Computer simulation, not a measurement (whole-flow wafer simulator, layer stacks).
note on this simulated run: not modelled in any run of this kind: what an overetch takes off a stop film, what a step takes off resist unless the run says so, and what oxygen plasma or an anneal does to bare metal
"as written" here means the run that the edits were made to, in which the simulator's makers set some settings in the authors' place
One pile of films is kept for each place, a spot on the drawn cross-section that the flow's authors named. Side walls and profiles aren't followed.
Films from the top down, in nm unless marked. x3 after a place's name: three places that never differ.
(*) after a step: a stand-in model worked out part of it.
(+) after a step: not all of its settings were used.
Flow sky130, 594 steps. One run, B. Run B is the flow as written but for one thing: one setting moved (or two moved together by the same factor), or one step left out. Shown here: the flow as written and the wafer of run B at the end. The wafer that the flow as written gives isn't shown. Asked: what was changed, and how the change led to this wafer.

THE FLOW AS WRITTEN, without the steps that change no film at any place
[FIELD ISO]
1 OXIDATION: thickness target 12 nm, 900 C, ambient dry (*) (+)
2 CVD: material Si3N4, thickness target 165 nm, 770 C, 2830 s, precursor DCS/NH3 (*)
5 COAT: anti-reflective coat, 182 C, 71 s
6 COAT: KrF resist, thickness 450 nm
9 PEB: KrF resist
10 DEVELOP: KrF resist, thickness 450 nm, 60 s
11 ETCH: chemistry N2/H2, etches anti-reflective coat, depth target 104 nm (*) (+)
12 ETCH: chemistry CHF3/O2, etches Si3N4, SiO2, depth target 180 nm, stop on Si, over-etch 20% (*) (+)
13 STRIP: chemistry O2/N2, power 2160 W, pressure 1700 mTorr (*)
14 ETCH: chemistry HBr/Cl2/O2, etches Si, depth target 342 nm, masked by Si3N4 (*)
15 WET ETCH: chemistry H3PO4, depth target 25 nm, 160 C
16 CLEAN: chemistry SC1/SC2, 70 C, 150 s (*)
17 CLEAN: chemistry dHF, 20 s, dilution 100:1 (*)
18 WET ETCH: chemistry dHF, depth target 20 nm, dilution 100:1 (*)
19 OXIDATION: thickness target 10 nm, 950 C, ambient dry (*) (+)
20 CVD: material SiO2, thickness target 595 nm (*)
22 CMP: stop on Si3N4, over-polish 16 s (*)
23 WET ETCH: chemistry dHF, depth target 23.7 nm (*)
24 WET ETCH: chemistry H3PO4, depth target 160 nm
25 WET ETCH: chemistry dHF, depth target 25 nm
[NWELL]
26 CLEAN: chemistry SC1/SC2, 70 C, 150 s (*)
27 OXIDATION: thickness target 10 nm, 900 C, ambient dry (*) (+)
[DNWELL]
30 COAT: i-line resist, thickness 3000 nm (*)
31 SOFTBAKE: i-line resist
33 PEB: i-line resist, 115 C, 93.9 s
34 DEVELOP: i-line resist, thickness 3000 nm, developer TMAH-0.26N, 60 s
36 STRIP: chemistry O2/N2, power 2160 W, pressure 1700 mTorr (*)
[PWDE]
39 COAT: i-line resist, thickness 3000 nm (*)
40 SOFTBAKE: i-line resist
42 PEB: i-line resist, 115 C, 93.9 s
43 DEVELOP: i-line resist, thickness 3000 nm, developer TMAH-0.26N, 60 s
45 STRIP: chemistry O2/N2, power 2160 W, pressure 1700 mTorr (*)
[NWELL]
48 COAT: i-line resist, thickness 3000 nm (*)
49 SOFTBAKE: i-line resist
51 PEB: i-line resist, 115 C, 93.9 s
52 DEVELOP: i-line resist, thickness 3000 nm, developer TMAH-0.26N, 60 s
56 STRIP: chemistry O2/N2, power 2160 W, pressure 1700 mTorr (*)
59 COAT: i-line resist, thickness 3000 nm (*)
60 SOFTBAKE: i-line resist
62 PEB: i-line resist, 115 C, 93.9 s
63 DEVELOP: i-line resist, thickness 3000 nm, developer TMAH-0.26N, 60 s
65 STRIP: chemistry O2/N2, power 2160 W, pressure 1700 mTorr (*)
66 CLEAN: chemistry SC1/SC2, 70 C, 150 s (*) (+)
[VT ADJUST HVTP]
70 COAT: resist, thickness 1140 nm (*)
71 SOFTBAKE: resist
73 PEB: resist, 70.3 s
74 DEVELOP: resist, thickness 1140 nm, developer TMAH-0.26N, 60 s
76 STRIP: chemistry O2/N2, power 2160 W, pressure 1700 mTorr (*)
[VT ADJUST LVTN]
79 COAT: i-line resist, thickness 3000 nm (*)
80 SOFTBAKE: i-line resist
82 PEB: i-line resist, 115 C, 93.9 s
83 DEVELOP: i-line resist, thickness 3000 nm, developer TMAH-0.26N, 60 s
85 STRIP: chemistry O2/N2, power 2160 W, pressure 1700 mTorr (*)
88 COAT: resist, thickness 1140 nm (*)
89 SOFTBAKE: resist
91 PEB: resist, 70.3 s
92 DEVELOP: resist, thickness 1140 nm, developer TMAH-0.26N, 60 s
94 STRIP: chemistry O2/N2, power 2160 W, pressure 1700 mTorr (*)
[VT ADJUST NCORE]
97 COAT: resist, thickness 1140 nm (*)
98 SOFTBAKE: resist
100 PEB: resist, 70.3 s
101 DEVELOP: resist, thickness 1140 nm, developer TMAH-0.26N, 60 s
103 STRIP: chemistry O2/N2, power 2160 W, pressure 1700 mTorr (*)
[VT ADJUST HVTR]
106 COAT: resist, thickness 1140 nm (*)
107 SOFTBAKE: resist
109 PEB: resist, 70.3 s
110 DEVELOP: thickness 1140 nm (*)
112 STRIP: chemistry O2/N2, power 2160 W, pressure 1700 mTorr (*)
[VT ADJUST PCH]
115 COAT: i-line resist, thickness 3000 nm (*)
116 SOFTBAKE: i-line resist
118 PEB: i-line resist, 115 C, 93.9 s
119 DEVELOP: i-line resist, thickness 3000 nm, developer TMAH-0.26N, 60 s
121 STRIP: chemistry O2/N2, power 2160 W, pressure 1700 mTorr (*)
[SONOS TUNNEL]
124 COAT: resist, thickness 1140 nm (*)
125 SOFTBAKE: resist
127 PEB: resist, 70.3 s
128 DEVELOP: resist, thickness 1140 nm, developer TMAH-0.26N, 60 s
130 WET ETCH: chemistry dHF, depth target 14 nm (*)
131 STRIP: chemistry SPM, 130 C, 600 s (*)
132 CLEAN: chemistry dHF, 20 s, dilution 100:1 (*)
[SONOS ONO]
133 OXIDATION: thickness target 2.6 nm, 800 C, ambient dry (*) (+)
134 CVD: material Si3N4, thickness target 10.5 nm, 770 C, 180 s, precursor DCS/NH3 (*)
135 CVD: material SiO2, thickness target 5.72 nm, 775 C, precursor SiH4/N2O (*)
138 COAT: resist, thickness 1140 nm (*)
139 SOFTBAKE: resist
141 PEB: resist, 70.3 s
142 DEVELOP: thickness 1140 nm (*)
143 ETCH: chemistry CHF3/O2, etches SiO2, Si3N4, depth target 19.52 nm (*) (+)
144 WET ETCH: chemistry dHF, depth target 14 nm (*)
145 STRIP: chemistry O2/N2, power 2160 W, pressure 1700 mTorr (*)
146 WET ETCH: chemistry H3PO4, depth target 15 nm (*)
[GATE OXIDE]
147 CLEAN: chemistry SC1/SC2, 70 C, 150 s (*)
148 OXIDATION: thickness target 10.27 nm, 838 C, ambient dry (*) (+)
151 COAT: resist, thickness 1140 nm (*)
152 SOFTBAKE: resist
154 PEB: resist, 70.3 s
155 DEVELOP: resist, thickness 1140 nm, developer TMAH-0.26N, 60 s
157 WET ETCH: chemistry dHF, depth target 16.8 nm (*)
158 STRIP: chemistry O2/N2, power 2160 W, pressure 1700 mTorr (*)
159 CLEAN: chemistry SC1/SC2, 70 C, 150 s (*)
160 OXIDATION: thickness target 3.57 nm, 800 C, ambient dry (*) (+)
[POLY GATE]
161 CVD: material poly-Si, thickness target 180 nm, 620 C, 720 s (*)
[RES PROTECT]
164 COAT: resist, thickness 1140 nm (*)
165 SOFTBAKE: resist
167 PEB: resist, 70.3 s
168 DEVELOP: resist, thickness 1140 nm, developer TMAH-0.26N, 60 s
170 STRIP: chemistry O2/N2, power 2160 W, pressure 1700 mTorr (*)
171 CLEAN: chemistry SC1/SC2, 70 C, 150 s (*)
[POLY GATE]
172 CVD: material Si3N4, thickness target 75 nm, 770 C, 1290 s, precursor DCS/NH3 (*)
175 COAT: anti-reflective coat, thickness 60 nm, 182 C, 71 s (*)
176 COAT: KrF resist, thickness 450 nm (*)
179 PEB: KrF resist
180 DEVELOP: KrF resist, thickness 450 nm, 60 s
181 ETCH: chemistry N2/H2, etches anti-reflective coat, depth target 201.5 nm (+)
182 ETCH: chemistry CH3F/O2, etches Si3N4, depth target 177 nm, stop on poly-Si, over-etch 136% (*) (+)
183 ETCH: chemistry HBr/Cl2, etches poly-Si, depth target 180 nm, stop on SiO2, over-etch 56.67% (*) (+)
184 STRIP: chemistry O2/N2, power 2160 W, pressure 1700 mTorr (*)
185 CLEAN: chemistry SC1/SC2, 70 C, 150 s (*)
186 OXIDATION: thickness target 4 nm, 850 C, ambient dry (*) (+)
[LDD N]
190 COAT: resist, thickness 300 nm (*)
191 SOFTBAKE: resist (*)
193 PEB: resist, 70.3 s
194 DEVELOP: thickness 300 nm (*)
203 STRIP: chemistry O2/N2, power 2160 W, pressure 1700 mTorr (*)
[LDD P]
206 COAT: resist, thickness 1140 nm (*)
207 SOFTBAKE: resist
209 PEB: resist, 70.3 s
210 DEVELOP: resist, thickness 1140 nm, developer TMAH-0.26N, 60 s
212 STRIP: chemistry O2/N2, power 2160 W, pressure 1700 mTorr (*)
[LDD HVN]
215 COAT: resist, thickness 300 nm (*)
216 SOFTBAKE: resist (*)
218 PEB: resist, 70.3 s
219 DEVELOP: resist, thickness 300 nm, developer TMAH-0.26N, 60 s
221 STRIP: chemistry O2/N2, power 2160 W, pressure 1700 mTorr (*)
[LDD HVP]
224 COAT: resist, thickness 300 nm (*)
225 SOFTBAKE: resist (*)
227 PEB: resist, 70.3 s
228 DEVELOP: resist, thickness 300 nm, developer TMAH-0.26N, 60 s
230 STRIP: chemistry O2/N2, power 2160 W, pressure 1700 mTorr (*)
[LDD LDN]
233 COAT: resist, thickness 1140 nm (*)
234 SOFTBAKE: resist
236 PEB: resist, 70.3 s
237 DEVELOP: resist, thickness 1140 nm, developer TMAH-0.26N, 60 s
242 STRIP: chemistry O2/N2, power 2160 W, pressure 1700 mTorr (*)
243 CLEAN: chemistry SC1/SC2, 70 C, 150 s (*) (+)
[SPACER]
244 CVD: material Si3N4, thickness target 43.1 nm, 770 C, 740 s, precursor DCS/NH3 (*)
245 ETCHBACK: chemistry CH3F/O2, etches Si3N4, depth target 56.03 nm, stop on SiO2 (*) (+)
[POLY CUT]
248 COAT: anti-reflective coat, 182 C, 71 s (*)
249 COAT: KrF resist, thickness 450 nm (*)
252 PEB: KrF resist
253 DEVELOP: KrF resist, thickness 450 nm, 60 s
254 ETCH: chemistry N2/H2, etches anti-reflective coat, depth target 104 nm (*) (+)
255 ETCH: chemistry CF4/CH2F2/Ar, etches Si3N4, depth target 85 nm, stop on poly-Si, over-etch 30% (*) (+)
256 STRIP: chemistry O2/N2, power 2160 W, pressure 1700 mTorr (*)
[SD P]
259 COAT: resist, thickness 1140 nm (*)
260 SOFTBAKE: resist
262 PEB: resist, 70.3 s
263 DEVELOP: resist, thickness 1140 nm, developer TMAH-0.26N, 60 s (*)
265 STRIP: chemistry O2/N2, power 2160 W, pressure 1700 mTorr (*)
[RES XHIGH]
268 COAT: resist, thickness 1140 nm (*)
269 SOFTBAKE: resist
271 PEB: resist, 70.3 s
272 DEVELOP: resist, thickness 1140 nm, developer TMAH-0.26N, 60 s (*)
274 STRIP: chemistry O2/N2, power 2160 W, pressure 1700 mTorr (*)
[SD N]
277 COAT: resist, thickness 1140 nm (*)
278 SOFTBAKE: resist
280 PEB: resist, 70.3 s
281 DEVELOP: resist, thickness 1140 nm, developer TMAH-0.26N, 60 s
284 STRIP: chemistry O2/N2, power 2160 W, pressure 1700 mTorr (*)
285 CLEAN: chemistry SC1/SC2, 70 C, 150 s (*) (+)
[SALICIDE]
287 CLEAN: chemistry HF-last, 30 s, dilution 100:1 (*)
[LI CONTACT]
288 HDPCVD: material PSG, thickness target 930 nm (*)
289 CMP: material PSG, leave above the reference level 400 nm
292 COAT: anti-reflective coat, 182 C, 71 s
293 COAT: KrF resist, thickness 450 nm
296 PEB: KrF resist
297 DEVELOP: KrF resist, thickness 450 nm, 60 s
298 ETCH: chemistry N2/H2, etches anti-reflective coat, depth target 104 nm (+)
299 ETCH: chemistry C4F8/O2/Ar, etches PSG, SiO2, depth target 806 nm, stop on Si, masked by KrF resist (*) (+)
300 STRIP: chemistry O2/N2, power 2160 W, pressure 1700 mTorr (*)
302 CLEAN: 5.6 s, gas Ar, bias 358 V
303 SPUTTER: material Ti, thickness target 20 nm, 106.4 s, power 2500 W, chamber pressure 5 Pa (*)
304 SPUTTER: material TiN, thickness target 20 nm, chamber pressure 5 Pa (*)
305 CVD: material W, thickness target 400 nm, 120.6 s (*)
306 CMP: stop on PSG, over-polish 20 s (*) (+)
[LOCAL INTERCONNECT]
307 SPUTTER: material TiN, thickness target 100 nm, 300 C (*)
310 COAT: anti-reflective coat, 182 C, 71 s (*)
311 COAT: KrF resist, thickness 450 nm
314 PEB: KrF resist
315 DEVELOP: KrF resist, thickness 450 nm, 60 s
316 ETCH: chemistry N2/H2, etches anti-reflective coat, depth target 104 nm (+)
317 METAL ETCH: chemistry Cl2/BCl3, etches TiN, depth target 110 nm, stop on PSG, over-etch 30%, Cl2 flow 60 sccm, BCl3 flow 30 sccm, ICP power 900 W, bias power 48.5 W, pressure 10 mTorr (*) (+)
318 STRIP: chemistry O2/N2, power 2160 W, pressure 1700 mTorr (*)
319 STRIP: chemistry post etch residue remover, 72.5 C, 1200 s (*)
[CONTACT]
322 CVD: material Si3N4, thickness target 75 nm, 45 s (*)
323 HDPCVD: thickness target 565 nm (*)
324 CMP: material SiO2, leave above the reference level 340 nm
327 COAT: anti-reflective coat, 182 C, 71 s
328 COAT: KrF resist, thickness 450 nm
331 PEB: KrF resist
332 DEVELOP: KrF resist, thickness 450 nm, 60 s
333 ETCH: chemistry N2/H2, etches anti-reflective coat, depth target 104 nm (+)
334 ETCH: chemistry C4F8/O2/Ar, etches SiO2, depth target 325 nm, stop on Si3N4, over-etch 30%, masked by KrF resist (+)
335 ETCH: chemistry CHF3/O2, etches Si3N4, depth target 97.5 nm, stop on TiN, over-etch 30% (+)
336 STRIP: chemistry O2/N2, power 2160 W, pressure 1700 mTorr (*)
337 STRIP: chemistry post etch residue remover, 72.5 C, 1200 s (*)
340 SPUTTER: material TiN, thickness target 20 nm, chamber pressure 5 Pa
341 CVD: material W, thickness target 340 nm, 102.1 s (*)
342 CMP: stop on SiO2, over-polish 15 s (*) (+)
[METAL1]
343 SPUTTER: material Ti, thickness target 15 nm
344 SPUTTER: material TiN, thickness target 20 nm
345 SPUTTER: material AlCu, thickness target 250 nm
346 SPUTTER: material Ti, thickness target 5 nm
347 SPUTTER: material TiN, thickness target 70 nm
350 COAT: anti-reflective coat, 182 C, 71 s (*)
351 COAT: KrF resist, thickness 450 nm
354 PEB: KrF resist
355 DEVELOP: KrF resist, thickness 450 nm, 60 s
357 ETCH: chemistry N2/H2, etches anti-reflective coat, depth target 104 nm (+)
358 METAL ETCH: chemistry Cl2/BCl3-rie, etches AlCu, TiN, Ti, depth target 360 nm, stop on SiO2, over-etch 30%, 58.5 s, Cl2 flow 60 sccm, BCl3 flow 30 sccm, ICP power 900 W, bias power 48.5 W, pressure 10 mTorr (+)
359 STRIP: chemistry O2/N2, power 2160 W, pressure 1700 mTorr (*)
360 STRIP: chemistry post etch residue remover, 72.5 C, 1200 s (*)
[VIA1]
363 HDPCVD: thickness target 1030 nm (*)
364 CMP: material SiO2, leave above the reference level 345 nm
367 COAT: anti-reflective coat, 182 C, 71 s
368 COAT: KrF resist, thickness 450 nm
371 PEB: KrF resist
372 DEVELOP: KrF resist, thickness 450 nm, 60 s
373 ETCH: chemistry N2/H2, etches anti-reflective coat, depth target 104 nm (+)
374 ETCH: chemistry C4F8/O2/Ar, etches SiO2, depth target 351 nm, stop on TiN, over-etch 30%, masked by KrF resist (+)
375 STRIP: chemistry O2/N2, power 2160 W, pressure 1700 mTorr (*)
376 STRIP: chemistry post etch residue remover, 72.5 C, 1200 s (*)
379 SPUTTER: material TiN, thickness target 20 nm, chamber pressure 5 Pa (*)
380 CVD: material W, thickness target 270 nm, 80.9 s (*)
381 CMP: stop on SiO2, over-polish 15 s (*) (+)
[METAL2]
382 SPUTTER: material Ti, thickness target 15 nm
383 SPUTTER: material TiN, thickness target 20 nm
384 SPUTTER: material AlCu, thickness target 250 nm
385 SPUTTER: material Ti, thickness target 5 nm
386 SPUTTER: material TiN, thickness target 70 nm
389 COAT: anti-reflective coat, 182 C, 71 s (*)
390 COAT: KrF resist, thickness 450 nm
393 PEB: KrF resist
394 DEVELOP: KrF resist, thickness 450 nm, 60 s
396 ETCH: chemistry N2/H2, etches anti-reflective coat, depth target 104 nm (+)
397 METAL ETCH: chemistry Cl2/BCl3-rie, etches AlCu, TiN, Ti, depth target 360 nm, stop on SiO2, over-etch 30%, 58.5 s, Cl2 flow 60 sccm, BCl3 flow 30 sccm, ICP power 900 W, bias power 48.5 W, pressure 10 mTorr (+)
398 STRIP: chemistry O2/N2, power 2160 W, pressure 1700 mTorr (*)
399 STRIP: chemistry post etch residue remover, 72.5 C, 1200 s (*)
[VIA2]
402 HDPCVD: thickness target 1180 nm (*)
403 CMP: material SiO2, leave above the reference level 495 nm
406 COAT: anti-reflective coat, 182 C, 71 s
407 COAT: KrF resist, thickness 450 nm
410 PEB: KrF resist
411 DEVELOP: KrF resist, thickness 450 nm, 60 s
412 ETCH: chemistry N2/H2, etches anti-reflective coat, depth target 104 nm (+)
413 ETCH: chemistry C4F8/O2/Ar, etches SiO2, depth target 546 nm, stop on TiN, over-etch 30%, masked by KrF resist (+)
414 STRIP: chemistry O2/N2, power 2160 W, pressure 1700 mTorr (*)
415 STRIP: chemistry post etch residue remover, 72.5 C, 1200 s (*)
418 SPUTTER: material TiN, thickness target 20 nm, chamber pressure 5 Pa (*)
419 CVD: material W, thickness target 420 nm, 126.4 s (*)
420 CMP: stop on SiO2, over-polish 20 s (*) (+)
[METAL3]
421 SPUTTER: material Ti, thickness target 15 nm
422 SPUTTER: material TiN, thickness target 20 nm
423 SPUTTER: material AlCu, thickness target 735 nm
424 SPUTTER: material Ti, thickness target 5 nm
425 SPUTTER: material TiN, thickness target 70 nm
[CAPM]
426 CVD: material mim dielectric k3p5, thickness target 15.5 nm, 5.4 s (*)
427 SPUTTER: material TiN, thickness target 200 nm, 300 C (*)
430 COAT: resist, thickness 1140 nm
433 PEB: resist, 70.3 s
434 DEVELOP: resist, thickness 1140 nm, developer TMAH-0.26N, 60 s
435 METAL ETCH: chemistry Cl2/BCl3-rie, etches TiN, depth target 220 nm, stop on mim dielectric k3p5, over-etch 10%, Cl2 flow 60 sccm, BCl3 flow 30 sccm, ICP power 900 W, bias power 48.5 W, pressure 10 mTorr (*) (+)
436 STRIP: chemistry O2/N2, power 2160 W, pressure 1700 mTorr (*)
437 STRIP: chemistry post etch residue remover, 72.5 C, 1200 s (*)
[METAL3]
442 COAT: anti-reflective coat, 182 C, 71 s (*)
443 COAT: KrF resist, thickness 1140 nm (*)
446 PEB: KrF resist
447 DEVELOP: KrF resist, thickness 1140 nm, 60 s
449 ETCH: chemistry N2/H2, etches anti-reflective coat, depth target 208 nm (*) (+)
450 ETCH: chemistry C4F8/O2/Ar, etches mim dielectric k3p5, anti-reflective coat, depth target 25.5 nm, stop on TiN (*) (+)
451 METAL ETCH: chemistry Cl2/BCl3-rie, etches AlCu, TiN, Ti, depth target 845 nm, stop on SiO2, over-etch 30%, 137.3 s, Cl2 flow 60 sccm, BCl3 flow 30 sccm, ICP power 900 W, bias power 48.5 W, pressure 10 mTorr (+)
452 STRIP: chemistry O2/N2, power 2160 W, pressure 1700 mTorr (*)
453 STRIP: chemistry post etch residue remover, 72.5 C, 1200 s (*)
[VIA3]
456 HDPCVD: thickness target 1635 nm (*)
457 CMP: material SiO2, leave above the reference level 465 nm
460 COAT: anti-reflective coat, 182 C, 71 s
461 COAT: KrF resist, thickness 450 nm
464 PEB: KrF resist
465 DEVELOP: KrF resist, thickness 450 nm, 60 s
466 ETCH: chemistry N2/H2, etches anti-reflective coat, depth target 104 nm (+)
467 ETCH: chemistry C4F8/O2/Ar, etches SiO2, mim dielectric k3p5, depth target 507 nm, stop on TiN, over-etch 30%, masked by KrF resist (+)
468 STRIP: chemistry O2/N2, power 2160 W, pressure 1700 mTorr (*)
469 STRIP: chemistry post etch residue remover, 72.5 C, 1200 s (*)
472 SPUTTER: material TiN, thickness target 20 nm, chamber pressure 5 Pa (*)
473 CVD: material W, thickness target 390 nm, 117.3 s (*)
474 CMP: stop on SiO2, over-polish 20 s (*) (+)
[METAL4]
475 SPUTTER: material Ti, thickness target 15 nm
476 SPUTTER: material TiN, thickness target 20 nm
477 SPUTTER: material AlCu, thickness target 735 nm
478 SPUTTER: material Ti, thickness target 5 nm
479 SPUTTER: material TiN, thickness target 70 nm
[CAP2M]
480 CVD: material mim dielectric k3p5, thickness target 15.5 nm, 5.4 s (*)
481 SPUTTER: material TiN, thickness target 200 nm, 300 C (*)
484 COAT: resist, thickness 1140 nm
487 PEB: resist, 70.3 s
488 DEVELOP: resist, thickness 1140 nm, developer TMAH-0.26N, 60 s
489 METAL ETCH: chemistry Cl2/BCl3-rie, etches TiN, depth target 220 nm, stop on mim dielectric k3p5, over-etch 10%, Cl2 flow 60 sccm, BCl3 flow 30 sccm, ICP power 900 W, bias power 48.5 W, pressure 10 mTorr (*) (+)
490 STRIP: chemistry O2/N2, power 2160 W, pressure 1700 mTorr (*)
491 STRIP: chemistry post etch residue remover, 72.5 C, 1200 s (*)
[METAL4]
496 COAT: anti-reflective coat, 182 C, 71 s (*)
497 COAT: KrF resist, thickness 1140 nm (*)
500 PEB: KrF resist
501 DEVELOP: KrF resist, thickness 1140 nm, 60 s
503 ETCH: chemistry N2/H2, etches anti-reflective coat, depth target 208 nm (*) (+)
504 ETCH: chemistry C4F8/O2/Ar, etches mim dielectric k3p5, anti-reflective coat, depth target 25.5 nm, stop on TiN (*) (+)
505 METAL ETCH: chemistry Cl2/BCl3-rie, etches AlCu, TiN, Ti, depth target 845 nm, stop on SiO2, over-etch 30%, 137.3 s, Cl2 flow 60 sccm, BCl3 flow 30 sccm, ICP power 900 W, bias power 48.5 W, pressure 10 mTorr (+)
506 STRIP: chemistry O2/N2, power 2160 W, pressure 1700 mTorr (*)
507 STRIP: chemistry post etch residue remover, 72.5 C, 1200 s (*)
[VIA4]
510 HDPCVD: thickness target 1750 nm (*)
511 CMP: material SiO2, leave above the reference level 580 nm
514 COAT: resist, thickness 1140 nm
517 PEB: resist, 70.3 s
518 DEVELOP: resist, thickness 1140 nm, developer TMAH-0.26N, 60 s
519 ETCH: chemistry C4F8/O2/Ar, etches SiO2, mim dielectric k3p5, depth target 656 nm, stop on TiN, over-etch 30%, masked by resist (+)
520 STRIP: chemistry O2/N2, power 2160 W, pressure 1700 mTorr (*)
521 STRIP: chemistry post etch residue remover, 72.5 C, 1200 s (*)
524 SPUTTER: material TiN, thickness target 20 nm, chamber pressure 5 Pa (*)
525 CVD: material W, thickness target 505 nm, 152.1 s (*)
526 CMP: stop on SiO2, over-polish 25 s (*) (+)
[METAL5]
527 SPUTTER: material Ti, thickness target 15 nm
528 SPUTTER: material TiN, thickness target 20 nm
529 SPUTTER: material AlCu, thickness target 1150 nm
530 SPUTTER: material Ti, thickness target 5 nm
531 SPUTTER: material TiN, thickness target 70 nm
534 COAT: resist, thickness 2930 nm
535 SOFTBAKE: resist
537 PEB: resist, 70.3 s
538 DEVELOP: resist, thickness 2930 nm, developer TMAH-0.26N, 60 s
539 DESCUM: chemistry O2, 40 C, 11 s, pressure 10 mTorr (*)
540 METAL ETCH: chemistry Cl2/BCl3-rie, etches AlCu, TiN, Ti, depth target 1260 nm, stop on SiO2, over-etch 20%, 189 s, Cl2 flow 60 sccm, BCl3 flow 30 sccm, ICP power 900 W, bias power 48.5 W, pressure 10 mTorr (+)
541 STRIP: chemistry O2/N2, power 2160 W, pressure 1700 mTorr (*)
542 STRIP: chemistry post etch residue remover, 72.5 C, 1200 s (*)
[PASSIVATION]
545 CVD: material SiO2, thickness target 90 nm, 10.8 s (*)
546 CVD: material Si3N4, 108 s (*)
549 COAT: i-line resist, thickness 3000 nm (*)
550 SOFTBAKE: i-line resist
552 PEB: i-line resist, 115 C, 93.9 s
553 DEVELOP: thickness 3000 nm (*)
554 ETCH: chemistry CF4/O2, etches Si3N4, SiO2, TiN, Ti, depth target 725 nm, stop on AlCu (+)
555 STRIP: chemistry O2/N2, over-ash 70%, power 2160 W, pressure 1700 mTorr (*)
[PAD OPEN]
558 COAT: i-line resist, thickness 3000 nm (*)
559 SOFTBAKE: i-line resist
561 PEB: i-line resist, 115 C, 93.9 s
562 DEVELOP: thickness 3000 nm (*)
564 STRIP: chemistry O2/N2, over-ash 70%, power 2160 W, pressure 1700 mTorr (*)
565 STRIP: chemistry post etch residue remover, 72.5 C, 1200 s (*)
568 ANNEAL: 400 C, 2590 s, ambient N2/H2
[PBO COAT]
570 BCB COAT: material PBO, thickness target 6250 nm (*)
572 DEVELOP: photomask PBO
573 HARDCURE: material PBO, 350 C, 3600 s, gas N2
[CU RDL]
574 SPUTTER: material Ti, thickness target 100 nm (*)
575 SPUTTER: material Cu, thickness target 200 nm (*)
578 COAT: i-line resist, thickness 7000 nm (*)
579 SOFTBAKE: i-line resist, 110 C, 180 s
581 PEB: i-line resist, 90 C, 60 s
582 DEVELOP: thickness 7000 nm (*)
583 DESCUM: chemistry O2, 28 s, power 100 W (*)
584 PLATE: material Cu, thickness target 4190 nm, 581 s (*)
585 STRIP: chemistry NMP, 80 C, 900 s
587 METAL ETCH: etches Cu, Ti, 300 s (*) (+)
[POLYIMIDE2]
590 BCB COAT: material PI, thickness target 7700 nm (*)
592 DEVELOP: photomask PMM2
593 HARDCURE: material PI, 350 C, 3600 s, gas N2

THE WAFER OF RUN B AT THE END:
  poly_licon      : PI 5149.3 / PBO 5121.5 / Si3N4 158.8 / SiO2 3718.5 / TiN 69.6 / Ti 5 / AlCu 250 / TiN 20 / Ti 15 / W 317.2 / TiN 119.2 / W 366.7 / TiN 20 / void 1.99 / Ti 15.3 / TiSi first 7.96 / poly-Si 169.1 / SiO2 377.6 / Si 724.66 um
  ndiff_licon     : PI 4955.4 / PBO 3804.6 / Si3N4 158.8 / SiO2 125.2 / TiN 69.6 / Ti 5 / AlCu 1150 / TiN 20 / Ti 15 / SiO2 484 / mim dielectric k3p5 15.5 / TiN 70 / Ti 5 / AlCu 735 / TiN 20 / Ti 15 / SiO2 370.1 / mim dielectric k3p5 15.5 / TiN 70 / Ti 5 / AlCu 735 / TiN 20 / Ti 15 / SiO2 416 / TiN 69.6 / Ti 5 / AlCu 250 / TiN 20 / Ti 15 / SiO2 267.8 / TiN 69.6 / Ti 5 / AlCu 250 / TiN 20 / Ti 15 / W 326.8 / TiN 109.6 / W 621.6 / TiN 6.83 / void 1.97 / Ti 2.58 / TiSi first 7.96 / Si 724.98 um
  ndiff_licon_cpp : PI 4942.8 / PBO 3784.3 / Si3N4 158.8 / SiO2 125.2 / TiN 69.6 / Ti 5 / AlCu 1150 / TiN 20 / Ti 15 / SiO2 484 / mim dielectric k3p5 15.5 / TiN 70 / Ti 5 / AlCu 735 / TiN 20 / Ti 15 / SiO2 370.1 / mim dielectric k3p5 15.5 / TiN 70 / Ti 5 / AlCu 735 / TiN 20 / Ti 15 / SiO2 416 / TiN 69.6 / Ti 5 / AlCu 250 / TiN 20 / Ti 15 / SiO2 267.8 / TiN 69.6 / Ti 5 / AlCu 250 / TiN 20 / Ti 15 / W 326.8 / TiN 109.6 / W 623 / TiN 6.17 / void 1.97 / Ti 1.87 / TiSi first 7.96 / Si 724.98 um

The cause: step 568, ANNEAL: 3497 s was run, where the flow has 2590 s.

How the change led to this, step by step:
  568 ANNEAL: 400 C, 2590 s, ambient N2/H2
      poly_licon, rpo_hd_licon: under 11 films: void +1.87 (new film), Ti -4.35, TiSi first +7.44 (new film), poly-Si -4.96 (as written it would be: under 11 films: void +1.65 (new film), Ti -3.85, TiSi first +6.58 (new film), poly-Si -4.38)
      ndiff_licon, ndiff_licon_cpp: under 37 films: void +1.85 (new film), Ti -4.35, TiSi first +7.44 (new film), Si -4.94 (as written it would be: under 37 films: void +1.63 (new film), Ti -3.85, TiSi first +6.58 (new film), Si -4.36)
